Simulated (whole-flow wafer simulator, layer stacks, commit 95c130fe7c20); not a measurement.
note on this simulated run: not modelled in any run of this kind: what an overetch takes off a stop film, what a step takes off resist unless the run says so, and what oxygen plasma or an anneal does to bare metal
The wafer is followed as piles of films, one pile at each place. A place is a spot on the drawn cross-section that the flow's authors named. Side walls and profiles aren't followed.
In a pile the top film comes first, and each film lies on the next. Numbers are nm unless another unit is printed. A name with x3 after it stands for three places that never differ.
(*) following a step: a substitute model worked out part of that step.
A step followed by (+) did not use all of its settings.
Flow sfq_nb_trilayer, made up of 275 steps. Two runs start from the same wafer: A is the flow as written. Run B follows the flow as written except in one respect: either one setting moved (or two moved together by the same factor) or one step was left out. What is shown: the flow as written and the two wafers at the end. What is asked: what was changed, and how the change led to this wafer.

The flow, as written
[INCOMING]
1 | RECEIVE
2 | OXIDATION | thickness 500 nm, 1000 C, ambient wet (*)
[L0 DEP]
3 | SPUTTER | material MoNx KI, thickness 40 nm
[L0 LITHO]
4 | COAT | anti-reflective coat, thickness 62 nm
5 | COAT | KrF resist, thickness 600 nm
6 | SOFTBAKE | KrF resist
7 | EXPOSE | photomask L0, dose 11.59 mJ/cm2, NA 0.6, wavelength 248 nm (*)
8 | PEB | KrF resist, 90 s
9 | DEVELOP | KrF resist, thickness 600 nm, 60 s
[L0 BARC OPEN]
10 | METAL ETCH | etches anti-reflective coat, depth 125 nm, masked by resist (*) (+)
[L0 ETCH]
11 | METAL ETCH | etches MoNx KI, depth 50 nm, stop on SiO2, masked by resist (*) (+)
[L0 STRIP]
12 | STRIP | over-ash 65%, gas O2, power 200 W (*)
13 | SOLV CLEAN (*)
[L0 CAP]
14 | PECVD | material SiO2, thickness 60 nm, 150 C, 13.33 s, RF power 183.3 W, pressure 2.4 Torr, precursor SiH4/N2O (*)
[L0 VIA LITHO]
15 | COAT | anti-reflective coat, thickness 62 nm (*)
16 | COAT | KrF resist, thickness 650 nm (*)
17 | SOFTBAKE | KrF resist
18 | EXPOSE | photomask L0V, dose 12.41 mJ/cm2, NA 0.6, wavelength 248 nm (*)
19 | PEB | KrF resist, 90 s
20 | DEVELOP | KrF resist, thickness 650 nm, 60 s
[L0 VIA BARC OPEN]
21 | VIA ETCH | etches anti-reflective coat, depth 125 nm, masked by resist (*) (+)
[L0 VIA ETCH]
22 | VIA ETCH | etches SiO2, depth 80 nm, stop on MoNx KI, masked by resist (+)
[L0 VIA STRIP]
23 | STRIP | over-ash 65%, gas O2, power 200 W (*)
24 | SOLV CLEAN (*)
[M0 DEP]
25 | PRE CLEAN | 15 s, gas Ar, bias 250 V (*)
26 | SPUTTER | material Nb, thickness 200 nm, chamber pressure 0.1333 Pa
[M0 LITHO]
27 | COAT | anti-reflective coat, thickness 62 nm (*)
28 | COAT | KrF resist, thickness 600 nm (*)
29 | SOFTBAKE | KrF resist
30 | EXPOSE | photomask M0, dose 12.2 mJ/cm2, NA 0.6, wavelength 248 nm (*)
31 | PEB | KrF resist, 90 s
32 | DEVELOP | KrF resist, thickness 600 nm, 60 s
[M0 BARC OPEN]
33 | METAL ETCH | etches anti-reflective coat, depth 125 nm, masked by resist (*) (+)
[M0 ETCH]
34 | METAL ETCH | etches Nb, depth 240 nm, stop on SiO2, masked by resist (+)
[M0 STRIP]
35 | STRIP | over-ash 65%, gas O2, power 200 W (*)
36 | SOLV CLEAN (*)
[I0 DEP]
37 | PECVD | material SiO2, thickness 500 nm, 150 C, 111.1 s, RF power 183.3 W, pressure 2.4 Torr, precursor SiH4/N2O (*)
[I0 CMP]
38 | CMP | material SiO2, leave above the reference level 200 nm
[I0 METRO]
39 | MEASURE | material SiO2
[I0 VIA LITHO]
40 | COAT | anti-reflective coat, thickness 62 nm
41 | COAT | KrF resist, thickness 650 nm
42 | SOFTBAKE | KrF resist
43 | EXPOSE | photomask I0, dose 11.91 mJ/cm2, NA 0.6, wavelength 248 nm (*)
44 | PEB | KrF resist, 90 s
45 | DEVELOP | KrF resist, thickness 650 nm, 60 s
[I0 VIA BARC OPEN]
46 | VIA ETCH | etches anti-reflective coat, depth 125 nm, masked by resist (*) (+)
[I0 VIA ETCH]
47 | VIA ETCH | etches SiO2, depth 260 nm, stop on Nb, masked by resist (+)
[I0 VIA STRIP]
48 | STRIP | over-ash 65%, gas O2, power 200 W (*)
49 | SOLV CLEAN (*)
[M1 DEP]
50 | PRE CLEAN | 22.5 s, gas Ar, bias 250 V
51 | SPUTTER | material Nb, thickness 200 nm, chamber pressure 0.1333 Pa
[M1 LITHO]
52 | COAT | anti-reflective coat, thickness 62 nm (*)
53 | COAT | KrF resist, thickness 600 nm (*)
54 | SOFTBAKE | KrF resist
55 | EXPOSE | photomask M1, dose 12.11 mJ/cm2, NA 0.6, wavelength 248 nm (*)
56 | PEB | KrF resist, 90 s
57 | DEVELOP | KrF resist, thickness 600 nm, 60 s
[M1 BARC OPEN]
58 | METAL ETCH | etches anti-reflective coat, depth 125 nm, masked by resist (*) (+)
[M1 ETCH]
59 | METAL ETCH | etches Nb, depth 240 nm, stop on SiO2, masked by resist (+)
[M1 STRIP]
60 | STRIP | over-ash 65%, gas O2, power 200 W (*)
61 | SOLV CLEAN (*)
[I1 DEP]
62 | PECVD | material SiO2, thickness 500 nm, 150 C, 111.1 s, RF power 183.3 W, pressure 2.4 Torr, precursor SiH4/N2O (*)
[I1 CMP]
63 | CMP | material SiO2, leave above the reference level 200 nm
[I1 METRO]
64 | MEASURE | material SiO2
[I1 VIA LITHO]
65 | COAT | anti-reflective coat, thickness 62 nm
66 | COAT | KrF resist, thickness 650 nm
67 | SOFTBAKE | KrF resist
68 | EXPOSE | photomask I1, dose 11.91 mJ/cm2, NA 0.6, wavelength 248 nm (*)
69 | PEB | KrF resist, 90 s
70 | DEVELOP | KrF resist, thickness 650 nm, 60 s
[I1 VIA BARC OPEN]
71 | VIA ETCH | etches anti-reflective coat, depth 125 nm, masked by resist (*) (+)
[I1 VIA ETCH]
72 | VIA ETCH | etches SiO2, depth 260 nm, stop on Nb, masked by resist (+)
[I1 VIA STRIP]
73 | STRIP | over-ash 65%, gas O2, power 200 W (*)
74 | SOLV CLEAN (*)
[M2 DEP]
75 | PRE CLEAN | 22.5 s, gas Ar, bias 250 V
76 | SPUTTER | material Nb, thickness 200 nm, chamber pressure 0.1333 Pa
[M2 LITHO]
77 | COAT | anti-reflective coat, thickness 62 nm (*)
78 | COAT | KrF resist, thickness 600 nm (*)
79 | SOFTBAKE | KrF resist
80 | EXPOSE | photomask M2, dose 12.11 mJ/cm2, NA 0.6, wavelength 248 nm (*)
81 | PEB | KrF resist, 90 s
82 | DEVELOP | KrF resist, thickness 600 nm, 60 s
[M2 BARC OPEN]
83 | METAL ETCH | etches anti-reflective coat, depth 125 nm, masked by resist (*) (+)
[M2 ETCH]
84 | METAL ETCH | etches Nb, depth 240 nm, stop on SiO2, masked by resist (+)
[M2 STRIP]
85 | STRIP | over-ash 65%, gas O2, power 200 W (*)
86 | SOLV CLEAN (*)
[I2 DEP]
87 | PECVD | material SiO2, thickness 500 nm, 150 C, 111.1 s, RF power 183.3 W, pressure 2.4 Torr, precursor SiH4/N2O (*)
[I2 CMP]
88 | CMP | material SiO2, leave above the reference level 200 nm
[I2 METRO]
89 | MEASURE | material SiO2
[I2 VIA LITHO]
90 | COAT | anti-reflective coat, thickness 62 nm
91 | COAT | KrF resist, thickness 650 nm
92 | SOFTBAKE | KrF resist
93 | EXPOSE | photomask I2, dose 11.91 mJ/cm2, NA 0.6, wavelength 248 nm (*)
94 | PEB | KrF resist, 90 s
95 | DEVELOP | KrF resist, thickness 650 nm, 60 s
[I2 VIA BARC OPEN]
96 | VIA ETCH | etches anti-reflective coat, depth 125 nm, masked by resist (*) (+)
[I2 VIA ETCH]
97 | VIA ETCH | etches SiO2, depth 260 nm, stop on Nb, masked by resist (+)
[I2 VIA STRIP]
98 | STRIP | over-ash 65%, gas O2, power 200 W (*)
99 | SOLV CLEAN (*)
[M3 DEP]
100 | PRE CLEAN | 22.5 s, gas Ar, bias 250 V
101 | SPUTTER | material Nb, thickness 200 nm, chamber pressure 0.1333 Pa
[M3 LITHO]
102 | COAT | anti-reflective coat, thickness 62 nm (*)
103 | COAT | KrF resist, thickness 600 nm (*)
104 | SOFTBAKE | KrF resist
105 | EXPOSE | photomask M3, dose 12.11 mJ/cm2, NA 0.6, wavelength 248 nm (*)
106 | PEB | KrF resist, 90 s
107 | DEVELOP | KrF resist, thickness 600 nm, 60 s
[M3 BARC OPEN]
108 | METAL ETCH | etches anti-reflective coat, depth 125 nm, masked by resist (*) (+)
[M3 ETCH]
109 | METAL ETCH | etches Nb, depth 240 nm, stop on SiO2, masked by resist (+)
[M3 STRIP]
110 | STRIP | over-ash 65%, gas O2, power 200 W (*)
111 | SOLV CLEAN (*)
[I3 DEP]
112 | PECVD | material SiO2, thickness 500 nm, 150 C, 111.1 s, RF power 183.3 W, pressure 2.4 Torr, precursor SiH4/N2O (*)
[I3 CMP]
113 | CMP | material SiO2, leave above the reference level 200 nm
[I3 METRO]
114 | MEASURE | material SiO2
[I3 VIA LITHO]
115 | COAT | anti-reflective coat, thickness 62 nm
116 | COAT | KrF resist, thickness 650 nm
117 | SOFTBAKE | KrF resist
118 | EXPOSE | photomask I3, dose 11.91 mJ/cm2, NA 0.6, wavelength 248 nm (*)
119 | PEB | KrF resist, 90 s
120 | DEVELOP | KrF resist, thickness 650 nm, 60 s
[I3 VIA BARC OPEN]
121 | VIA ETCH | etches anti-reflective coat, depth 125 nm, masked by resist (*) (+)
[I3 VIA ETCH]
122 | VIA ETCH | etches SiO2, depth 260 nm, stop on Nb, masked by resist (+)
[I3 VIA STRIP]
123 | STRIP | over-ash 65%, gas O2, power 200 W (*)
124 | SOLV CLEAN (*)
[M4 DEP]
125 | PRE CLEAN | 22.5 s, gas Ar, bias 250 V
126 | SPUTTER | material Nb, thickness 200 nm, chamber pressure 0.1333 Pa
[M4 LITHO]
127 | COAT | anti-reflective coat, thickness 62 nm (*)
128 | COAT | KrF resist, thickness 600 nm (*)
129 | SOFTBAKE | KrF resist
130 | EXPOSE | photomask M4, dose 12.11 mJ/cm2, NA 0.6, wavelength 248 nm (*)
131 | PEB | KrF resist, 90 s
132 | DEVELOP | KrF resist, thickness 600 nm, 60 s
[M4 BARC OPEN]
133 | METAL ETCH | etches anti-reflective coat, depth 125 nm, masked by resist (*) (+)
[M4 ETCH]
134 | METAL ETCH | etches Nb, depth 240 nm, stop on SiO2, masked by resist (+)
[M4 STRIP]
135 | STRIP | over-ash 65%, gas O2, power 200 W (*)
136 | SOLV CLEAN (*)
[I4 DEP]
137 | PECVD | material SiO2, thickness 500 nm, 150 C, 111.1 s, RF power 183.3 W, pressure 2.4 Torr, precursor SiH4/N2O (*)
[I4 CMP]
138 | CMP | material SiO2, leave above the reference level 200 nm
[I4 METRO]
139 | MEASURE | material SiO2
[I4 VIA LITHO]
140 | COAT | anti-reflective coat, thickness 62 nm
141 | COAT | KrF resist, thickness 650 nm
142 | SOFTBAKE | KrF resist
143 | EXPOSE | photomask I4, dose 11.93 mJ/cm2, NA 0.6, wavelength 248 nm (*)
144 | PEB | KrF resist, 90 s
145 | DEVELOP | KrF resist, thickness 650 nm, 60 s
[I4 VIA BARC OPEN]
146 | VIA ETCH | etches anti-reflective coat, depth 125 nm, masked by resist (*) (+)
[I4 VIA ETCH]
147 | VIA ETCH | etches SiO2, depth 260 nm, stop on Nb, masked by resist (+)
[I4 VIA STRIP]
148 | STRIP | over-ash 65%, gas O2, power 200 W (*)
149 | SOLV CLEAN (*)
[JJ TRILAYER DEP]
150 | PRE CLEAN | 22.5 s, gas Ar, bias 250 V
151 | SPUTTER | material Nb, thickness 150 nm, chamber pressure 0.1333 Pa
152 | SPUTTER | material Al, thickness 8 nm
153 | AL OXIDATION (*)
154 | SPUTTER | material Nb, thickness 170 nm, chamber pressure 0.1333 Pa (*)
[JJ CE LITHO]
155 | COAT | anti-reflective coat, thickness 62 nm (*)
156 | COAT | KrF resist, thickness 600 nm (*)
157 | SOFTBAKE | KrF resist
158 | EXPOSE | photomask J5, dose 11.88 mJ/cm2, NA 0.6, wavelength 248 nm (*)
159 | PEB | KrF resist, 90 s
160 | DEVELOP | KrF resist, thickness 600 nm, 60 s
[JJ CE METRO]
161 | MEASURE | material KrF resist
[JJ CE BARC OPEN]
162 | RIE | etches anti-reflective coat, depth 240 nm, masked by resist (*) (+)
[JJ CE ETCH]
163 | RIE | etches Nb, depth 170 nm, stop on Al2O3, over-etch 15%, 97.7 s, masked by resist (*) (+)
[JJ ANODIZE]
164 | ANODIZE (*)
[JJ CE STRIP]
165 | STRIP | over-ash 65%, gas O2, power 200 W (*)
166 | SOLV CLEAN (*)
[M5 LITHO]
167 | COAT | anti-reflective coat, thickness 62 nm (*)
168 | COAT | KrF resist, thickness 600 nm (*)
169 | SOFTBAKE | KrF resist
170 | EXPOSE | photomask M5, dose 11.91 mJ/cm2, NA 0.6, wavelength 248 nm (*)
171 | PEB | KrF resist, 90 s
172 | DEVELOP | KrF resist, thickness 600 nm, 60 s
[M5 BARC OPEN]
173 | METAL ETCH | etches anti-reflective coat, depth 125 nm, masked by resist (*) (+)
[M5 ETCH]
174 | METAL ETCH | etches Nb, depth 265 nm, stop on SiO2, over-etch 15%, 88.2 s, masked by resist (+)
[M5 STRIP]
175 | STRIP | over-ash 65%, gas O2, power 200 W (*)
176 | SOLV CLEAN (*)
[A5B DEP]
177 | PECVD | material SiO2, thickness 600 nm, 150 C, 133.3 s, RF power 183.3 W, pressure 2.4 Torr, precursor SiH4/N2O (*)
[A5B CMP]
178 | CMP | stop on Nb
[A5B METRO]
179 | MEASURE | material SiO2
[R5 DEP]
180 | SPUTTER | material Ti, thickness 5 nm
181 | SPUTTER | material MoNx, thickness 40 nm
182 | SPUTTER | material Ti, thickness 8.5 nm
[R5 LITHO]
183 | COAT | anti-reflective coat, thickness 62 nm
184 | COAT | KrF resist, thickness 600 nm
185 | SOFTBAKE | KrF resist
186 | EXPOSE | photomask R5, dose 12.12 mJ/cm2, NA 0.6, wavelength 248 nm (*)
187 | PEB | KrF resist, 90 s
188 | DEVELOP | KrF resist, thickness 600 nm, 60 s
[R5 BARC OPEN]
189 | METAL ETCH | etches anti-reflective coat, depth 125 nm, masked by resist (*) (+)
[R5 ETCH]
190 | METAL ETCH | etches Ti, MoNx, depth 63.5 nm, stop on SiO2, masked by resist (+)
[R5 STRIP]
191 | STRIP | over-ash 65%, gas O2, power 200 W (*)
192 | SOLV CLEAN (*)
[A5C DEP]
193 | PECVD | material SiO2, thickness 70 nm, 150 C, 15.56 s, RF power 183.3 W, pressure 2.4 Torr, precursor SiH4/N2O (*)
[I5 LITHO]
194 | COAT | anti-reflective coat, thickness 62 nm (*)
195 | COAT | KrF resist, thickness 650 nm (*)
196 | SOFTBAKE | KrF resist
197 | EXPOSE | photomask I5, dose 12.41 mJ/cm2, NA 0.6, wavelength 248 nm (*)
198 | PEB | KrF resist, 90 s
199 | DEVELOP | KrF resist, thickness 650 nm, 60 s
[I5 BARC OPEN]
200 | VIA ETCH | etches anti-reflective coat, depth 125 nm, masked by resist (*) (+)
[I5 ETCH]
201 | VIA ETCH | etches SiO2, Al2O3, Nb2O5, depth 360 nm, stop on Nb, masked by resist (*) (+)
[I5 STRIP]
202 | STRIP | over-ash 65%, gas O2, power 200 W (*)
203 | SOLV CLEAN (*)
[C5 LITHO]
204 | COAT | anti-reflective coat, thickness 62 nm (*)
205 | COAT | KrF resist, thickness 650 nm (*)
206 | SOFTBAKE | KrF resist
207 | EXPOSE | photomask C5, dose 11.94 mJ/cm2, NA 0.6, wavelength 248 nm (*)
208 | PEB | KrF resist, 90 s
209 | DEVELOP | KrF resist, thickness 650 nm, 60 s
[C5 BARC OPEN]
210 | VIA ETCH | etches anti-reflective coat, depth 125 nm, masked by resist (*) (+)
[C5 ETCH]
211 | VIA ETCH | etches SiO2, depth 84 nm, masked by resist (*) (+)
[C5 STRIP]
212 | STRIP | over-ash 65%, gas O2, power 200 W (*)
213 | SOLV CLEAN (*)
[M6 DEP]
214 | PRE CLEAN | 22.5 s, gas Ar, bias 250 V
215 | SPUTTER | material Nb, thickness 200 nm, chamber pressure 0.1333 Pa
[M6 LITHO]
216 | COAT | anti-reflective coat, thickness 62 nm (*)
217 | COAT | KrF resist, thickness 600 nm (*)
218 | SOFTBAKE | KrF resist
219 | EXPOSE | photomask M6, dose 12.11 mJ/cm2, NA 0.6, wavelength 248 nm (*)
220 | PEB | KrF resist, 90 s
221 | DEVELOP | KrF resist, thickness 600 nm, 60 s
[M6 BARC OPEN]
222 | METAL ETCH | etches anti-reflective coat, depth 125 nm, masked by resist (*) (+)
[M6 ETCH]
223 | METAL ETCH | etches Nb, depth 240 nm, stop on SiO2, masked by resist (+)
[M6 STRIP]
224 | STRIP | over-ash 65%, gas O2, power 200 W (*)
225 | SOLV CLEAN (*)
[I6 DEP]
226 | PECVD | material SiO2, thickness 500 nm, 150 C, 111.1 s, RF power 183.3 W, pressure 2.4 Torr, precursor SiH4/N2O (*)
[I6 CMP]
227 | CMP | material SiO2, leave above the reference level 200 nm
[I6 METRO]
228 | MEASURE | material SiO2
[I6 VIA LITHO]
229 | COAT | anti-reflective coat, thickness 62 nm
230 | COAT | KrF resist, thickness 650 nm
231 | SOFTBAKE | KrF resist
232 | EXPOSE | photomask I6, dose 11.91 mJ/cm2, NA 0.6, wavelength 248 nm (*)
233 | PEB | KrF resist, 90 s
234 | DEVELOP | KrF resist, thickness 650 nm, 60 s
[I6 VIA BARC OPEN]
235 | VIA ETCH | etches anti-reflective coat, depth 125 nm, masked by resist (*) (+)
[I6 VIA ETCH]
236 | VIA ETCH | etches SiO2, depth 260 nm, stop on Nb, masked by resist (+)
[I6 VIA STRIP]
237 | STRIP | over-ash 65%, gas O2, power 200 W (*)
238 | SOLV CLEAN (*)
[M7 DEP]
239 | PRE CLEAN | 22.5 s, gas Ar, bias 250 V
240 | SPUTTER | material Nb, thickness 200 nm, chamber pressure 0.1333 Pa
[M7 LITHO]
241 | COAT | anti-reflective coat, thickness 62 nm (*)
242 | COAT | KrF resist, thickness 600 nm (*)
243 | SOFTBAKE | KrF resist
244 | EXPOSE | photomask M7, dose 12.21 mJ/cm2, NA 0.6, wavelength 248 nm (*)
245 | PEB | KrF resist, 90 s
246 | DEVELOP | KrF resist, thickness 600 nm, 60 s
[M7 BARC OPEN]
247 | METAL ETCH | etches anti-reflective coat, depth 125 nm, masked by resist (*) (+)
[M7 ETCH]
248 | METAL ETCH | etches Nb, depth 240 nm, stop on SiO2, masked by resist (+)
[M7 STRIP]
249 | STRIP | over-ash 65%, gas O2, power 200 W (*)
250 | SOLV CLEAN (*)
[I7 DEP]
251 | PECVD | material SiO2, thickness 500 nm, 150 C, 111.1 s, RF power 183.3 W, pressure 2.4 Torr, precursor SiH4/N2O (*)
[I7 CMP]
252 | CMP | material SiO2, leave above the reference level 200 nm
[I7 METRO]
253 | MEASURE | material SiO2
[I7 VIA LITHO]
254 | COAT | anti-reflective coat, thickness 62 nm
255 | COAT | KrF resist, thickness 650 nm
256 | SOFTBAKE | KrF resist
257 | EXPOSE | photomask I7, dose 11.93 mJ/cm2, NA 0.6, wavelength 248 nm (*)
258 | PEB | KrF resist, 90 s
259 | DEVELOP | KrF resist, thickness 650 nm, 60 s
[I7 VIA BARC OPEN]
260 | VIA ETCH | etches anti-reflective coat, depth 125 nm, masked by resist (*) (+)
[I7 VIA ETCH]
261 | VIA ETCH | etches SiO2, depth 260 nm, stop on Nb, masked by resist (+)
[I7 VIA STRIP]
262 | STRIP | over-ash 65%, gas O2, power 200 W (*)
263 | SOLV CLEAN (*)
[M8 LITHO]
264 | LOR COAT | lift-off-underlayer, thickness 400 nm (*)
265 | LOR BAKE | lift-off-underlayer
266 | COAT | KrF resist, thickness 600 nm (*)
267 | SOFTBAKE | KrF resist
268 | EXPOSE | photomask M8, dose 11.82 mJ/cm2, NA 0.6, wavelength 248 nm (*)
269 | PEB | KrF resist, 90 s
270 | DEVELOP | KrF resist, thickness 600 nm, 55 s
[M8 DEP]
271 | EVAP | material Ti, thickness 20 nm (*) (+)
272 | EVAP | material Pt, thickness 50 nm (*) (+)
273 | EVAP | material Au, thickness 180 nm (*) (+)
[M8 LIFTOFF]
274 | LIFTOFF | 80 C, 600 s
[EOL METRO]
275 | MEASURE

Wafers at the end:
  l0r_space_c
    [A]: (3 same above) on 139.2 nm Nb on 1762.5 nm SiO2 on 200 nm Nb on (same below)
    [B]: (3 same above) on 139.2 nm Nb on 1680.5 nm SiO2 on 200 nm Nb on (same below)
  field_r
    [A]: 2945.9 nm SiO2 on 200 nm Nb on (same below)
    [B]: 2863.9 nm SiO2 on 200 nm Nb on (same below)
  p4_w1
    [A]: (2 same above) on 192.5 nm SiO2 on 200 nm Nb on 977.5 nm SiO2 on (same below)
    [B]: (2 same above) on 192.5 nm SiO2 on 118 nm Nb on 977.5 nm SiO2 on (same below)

The reason: step 101, SPUTTER: thickness 118 nm was run, while the flow as written has thickness 200 nm.
The wafer lets one read it off: p4_w1 has Nb 118, and step 101 as written asks for 200 nm.

How this came from the change, step by step:
  101 | SPUTTER | material Nb, thickness 200 nm, chamber pressure 0.1333 Pa
      field_l, v_sur, via_wl and 102 more: A +200 Nb (new film) | B +118 Nb (new film)
      via_w: A +165.5 Nb | B +97.3 Nb
  102 | COAT | anti-reflective coat, thickness 62 nm (*)
      via_wl, via_wr: A +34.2 anti-reflective coat (new film) | B +32.5 anti-reflective coat (new film)
      via_w: A +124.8 anti-reflective coat (new film) | B +120.7 anti-reflective coat (new film)
  109 | METAL ETCH | etches Nb, depth 240 nm, stop on SiO2, masked by resist (+)
      field_l, be, be_sur and 72 more: A -200 Nb (all of it) | B -118 Nb (all of it)
      v_sur, via_wl, via_w and 28 more: A -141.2 KrF resist | B -104.1 KrF resist
  110 | STRIP | over-ash 65%, gas O2, power 200 W (*)
      p4_w1, p4_w2, p4_w3 and 21 more: A -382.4 KrF resist (all of it), -62 anti-reflective coat (all of it) | B -419.4 KrF resist (all of it), -62 anti-reflective coat (all of it)
      v_sur: A -365.3 KrF resist (all of it), -61.1 anti-reflective coat (all of it) | B -403.2 KrF resist (all of it), -60.8 anti-reflective coat (all of it)
      (as well as at 6 more places)
  112 | PECVD | material SiO2, thickness 500 nm, 150 C, 111.1 s, RF power 183.3 W, pressure 2.4 Torr, precursor SiH4/N2O (*)
      p4_g1, p4_g2, p3_s0, p3_s1, p3_s2, p3_s3, p3_s4, p3_s5: A +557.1 SiO2 | B +500 SiO2
      via_w: A +615 SiO2 (new film) | B +592.7 SiO2 (new film)
  113 | CMP | material SiO2, leave above the reference level 200 nm
      field_l, be, be_sur and 64 more: A -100 SiO2 | B -182 SiO2
      p4_g1, p4_g2, p3_s0, p3_s1, p3_s2, p3_s3, p3_s4, p3_s5: A -157.1 SiO2 | B -182 SiO2
      (as well as at 1 more place)
